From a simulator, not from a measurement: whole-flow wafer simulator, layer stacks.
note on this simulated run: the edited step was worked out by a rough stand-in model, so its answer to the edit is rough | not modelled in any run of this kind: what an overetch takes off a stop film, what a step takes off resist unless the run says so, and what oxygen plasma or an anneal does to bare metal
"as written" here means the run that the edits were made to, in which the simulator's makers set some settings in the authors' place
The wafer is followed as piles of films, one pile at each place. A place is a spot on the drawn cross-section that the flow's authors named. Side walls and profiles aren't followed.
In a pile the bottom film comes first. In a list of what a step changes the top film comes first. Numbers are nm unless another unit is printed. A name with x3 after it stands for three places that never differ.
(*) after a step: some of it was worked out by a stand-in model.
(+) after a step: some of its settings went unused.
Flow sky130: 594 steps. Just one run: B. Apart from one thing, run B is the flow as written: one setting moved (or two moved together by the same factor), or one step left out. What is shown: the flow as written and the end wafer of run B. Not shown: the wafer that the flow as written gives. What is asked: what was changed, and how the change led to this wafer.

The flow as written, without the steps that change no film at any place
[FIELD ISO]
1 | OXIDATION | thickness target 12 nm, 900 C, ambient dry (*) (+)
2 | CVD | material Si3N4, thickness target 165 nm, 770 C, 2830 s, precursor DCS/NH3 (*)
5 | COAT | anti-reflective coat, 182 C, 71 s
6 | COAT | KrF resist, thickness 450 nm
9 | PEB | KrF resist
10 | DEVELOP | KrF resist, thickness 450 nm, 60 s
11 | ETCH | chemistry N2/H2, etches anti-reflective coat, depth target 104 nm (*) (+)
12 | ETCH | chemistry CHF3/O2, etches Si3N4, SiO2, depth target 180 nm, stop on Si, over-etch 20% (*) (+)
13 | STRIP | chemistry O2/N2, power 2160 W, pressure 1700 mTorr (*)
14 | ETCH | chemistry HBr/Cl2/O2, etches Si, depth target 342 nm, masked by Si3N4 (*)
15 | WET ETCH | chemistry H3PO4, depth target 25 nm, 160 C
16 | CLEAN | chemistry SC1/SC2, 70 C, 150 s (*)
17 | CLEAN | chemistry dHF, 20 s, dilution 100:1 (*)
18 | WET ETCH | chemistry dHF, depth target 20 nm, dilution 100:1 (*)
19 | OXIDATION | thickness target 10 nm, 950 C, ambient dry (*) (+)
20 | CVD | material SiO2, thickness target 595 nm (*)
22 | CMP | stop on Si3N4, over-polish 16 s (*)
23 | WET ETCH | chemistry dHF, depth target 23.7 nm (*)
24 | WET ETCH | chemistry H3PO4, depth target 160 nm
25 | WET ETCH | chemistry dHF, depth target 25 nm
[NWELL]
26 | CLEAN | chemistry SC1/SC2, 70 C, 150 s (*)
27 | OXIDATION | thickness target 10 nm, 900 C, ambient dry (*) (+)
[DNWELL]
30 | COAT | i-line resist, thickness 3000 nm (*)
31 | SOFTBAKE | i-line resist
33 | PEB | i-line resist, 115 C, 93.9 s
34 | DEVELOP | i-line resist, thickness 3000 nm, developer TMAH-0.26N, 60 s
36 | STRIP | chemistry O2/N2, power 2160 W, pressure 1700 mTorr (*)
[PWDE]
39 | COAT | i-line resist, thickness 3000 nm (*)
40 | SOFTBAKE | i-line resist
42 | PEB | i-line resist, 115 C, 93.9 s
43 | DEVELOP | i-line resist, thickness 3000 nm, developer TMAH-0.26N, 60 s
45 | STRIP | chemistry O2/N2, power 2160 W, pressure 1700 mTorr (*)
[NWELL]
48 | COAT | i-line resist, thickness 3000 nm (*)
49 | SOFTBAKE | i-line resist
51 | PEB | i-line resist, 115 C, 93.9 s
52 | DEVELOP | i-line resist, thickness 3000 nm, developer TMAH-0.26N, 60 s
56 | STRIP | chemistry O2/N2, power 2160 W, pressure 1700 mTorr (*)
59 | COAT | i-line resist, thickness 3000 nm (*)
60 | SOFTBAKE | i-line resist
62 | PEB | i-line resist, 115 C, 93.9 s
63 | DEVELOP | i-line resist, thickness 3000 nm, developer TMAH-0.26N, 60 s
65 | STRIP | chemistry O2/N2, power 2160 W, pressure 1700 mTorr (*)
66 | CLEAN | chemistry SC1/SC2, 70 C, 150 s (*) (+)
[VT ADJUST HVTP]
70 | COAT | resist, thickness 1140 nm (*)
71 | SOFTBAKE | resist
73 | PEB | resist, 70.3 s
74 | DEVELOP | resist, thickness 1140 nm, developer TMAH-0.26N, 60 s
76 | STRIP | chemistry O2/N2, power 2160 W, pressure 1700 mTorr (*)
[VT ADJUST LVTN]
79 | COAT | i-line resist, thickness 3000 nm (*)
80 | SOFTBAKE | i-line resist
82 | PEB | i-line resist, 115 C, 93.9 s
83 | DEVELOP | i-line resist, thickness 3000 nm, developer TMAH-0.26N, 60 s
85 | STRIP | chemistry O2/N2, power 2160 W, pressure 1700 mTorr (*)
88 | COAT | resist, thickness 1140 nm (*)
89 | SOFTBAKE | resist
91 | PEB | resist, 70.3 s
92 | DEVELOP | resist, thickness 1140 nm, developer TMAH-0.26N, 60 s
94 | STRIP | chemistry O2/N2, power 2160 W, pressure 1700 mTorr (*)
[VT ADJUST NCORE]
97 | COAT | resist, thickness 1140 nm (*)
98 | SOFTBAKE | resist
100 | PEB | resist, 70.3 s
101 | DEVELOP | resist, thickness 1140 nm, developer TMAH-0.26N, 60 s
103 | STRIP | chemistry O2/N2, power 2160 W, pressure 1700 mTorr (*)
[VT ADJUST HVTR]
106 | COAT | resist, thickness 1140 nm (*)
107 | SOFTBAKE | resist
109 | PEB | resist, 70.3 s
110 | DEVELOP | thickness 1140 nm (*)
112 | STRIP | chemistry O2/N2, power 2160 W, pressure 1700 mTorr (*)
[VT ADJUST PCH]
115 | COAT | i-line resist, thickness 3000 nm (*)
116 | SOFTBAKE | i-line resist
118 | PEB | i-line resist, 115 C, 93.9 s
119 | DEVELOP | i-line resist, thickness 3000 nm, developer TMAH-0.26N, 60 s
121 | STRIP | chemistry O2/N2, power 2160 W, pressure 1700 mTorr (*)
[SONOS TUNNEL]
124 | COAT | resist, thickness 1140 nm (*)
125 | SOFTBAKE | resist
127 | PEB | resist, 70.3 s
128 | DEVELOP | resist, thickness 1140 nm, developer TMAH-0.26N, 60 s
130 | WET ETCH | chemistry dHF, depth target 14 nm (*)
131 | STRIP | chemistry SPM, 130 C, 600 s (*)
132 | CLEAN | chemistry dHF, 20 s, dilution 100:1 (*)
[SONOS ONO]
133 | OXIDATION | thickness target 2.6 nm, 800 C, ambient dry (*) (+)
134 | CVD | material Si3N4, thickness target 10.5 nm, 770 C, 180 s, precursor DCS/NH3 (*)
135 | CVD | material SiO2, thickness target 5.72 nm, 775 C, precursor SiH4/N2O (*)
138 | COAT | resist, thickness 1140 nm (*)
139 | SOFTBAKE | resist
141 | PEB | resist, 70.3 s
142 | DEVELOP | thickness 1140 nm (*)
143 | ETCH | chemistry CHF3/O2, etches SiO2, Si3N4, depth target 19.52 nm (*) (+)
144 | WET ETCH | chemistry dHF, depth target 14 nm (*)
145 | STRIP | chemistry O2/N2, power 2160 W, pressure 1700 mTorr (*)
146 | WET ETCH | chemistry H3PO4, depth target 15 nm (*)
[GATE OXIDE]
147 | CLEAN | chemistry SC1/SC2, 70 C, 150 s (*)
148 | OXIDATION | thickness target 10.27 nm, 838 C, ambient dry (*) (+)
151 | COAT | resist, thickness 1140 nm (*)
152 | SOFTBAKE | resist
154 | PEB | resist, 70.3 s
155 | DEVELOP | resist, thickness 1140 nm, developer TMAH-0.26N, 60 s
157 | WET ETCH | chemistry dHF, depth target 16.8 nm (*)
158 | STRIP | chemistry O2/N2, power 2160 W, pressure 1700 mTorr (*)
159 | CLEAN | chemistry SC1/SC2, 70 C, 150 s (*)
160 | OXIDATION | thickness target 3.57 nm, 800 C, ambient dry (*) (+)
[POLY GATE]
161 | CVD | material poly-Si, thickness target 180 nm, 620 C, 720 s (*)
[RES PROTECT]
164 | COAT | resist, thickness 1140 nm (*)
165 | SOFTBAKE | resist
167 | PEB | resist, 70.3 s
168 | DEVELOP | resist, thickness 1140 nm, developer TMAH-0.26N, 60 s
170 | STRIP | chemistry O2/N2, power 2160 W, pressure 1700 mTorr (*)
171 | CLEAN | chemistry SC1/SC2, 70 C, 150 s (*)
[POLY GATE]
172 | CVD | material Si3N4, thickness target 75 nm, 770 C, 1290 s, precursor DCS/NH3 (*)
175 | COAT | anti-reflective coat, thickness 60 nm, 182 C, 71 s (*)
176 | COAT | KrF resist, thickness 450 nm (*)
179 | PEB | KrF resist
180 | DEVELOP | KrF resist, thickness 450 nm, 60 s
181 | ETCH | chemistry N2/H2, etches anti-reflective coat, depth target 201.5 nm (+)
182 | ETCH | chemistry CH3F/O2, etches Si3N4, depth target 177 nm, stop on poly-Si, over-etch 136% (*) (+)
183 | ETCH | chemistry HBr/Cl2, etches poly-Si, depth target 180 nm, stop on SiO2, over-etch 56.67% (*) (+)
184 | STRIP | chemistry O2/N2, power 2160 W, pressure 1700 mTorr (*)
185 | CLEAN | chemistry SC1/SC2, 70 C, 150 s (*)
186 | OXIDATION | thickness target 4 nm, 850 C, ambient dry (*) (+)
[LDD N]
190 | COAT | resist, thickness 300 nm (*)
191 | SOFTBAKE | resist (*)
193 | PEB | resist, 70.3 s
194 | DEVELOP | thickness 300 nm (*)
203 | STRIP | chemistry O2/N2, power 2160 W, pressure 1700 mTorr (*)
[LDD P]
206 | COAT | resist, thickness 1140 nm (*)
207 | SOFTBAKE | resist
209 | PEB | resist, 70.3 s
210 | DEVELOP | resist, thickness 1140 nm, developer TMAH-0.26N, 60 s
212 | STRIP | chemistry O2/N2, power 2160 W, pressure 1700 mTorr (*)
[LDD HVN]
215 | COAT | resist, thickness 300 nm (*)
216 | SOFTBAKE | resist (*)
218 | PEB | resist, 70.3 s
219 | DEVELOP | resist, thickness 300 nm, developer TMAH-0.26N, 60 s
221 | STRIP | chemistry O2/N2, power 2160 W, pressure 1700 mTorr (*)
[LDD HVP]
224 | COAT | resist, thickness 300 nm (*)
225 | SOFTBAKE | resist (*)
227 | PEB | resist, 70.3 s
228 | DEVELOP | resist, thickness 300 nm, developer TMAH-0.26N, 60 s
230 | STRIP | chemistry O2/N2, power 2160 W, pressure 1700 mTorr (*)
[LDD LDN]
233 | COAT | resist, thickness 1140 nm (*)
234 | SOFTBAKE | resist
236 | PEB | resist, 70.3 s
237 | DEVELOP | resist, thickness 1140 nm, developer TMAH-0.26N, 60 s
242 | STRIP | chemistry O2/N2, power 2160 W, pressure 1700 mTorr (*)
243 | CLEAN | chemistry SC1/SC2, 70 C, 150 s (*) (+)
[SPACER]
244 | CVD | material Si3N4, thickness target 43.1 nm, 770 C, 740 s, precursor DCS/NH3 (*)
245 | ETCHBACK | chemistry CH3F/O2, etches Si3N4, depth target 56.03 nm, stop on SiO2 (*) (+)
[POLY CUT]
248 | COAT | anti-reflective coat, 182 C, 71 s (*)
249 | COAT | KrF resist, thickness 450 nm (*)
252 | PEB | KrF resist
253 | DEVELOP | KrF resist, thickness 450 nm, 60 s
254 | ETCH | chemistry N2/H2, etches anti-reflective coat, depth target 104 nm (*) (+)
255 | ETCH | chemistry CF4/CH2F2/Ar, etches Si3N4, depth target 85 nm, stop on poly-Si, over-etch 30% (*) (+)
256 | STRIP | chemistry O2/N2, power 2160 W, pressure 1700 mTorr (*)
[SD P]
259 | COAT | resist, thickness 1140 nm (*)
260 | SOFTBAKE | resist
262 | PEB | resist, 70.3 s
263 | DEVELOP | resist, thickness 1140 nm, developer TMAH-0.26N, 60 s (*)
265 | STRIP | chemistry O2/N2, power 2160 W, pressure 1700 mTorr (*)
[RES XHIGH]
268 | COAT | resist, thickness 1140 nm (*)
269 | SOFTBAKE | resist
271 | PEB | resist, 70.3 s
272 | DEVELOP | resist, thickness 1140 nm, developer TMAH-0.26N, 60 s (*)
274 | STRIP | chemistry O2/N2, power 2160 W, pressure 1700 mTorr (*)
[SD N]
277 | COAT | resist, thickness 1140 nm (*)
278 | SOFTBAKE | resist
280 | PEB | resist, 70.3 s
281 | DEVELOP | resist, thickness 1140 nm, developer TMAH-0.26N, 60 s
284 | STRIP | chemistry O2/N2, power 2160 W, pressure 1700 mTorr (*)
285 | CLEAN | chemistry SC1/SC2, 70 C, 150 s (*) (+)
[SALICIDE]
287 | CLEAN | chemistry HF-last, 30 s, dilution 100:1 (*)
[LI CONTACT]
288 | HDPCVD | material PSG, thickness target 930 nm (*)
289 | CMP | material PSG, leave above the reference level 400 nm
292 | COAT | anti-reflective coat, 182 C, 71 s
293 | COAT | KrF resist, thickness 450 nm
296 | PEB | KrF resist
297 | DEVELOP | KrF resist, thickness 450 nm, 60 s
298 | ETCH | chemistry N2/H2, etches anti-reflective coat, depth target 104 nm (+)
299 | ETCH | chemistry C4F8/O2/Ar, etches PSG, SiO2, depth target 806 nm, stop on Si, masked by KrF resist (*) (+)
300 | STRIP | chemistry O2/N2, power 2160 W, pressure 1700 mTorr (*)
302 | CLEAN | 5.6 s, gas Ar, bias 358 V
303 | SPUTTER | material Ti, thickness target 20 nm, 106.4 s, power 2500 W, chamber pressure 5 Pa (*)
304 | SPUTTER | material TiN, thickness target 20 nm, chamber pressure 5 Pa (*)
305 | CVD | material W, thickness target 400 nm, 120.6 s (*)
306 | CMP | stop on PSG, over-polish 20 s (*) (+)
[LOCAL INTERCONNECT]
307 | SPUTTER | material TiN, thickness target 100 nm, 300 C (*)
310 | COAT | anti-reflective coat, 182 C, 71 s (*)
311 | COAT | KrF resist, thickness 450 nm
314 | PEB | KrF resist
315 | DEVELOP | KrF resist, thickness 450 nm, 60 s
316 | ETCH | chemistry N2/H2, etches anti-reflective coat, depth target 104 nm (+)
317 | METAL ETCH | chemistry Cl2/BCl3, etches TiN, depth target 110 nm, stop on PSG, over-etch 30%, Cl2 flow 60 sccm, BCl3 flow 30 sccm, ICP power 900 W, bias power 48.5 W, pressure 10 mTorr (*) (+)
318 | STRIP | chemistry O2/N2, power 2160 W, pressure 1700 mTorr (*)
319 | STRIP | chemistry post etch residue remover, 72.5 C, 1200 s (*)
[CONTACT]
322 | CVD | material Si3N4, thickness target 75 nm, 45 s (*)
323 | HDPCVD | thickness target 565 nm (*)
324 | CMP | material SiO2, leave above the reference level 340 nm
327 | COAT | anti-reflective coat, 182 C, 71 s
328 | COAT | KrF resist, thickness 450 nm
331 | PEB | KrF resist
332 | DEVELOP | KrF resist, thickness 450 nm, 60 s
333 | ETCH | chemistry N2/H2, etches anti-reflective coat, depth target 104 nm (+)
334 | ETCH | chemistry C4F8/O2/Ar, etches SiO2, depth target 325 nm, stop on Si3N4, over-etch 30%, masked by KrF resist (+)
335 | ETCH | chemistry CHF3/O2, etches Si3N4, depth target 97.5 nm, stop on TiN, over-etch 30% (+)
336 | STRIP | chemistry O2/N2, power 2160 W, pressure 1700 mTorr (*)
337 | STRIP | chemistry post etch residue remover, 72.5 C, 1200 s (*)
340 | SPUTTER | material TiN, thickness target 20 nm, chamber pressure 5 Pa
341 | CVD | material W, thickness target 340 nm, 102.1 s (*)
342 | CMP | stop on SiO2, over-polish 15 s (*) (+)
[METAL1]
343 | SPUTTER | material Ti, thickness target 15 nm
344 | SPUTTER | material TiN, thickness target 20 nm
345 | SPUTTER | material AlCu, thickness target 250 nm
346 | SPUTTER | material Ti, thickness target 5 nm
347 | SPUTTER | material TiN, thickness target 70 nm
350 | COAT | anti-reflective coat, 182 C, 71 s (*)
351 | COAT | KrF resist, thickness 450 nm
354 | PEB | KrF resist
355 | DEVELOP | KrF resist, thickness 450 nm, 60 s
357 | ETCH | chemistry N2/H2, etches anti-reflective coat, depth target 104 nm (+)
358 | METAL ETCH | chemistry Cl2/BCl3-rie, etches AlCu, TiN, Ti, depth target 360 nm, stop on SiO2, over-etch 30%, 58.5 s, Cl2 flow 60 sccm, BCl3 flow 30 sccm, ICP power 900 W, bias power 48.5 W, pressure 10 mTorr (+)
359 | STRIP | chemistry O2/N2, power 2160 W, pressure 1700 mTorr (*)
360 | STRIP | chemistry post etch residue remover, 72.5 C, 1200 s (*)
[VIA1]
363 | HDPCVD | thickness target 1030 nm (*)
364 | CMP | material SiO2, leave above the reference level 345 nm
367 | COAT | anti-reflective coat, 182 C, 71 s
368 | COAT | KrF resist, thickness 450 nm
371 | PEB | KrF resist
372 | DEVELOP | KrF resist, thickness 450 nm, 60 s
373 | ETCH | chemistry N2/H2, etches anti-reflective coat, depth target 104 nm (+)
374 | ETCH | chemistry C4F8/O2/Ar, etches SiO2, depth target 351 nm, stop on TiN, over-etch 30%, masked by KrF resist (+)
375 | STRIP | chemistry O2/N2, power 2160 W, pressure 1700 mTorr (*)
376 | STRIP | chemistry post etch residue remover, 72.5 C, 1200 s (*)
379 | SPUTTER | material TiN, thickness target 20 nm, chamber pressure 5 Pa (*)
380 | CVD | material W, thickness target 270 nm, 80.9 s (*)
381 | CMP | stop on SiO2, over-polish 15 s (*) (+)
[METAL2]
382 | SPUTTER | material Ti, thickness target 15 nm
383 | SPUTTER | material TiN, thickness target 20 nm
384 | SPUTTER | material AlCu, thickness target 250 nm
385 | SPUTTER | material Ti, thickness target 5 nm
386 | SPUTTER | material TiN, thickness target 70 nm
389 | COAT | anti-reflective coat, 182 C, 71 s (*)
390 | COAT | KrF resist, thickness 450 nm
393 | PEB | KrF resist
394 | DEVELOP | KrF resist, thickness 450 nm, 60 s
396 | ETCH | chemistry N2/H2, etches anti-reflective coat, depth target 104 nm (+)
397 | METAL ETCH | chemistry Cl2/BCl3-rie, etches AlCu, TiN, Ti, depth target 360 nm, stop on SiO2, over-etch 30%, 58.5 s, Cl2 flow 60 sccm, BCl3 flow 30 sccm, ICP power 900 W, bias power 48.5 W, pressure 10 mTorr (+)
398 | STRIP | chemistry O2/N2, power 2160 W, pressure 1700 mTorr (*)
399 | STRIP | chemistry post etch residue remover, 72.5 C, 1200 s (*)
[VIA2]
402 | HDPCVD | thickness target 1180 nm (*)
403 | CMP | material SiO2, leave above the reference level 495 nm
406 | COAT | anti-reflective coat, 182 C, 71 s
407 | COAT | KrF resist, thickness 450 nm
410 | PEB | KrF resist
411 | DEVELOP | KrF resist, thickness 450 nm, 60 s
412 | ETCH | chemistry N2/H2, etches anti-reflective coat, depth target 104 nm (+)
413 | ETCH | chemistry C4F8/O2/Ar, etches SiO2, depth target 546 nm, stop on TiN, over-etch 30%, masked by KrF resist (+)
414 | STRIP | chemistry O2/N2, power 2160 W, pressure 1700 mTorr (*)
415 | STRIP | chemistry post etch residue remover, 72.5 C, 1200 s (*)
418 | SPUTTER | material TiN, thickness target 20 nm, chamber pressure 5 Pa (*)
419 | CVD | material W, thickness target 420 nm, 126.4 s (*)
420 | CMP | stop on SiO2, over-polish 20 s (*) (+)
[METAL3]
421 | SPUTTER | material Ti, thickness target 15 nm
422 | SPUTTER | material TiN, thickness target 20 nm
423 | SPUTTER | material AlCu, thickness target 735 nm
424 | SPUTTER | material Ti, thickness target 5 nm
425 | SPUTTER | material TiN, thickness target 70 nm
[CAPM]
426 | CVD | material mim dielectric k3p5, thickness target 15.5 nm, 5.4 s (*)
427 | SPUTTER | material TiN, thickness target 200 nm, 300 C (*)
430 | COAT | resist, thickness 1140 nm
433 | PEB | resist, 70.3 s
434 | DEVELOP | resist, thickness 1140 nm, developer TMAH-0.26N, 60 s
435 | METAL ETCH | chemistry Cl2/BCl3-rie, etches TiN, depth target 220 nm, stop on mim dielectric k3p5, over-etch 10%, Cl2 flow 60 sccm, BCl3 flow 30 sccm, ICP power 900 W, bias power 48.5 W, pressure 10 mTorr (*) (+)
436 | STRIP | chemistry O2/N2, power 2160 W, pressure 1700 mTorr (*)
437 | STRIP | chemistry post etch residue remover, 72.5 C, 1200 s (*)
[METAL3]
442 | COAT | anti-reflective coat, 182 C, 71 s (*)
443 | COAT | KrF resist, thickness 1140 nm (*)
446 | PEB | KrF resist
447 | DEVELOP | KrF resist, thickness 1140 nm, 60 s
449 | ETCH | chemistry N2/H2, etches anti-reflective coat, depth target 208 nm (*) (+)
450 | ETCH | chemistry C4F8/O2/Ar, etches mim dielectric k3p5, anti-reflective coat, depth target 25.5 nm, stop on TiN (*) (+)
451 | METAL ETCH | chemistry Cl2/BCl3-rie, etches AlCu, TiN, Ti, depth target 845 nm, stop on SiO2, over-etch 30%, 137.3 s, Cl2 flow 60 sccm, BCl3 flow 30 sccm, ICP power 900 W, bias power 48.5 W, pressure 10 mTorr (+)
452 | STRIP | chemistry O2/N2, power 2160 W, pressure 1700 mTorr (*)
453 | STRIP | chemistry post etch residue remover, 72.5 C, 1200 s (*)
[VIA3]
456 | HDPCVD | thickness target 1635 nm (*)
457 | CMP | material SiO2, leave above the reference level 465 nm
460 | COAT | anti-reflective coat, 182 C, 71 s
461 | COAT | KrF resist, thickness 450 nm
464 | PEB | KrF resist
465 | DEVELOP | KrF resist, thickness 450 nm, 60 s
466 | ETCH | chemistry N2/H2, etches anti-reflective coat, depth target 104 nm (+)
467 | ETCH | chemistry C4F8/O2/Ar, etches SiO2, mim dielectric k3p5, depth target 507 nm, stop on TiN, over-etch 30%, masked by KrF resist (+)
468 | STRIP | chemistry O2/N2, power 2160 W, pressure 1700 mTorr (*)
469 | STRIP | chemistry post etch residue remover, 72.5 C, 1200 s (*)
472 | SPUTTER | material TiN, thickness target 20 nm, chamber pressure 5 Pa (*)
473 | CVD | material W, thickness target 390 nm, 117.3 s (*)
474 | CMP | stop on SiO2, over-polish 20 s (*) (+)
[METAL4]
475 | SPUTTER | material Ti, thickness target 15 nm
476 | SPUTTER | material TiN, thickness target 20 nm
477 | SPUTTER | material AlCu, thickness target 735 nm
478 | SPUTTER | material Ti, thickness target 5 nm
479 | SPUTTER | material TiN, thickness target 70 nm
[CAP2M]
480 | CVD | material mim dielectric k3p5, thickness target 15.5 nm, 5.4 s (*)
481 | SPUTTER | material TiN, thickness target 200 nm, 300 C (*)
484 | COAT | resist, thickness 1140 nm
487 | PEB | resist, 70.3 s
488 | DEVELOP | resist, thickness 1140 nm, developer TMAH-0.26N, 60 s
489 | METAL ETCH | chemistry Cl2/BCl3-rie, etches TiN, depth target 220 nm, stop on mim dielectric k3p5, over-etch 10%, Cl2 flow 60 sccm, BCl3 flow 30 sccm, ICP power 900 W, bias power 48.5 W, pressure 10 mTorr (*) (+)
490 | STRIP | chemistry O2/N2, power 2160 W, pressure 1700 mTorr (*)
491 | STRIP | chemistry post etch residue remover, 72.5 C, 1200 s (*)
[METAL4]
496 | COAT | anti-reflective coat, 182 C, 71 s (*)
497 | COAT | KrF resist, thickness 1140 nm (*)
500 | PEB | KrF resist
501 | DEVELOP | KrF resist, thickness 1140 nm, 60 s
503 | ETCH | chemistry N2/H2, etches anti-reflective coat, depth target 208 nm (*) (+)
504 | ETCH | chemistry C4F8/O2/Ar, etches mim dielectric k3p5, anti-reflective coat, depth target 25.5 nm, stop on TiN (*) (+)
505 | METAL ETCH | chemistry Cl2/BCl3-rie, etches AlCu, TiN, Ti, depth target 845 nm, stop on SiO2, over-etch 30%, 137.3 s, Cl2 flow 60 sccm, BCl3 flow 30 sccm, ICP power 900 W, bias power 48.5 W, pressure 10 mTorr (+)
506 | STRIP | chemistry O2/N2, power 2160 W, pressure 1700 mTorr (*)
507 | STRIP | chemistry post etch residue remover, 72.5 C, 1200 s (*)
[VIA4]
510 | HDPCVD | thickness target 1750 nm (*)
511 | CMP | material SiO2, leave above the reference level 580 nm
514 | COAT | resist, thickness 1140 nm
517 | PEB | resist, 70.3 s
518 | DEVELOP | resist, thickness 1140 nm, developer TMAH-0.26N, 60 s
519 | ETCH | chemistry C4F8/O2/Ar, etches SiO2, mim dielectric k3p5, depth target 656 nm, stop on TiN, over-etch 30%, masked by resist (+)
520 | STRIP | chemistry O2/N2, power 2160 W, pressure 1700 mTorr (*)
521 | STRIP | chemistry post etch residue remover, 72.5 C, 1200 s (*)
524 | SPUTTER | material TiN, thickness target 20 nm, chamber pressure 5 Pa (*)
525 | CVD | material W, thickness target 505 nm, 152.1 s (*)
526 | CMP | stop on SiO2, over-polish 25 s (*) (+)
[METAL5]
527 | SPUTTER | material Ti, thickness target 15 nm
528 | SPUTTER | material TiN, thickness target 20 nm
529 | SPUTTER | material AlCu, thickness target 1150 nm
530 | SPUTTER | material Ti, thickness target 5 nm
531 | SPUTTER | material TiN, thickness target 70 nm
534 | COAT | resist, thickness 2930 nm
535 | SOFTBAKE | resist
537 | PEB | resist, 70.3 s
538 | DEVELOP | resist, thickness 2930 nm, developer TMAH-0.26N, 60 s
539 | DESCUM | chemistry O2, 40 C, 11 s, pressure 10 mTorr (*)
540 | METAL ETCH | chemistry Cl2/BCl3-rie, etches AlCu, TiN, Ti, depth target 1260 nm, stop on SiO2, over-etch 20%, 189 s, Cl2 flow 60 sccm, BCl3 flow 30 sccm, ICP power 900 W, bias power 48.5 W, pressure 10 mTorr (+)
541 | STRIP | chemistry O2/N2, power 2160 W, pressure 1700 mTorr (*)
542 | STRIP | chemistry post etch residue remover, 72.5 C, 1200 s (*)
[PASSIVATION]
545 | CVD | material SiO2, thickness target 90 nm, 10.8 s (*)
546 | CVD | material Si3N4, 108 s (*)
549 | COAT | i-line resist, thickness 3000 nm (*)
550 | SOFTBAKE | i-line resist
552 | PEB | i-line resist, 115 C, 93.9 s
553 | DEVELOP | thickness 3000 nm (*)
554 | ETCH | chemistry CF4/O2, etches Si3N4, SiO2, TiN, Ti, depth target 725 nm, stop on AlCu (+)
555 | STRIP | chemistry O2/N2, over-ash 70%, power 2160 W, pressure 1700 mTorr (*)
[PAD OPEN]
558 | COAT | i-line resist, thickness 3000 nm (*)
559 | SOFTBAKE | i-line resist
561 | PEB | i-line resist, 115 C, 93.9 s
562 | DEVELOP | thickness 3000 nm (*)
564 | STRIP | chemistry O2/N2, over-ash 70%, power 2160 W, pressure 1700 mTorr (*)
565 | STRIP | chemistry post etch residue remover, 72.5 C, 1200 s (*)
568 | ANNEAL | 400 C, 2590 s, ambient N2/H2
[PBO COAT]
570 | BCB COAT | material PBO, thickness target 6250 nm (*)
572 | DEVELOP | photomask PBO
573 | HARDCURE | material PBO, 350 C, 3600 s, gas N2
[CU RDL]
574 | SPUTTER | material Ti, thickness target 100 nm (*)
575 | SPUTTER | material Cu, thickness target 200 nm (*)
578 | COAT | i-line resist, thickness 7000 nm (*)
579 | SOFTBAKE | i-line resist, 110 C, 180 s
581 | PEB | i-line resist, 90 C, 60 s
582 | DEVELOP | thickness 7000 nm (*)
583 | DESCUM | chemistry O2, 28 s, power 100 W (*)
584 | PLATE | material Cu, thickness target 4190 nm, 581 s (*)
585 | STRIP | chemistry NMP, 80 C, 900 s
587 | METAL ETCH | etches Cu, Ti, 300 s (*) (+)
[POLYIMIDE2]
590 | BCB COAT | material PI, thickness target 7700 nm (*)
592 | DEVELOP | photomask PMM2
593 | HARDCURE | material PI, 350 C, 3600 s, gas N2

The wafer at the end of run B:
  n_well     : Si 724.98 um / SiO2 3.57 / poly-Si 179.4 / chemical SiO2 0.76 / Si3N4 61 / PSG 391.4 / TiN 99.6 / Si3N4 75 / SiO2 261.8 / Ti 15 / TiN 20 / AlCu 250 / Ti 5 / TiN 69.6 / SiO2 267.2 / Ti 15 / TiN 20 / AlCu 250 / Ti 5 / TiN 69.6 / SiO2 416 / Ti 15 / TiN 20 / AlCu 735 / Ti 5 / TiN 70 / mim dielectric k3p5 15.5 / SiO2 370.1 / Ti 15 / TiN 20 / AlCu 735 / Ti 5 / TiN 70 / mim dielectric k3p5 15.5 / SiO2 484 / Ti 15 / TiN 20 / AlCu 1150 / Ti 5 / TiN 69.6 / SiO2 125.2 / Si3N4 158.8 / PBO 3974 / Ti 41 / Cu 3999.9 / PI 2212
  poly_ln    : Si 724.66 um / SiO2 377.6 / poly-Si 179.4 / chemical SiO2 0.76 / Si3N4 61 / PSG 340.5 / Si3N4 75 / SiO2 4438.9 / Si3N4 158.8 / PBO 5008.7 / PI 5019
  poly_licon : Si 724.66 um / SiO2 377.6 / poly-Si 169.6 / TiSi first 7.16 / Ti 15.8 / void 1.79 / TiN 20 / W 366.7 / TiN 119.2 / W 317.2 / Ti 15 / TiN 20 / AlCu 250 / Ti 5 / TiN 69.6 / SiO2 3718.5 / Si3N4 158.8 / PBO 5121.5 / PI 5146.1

What caused this: step 574, SPUTTER: thickness target 41 nm was run, whereas the flow has thickness target 100 nm.
The wafer lets one read it off: n_well has Ti 41, and step 574 as written asks for 100 nm.

The path from the change to this, step by step:
  574 | SPUTTER | material Ti, thickness target 100 nm (*)
      field, active, n_well and 190 more: +41 Ti (new film) (in the flow as written it would be: +100 Ti (new film))
  587 | METAL ETCH | etches Cu, Ti, 300 s (*) (+)
      field, active, gate and 167 more: -200 Cu (all of it), -41 Ti (all of it) (in the flow as written it would be: -200 Cu (all of it), -100 Ti (all of it))
  590 | BCB COAT | material PI, thickness target 7700 nm (*)
      de16_gate_nw: +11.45 um PI (new film) (in the flow as written it would be: +11.5 um PI (new film))
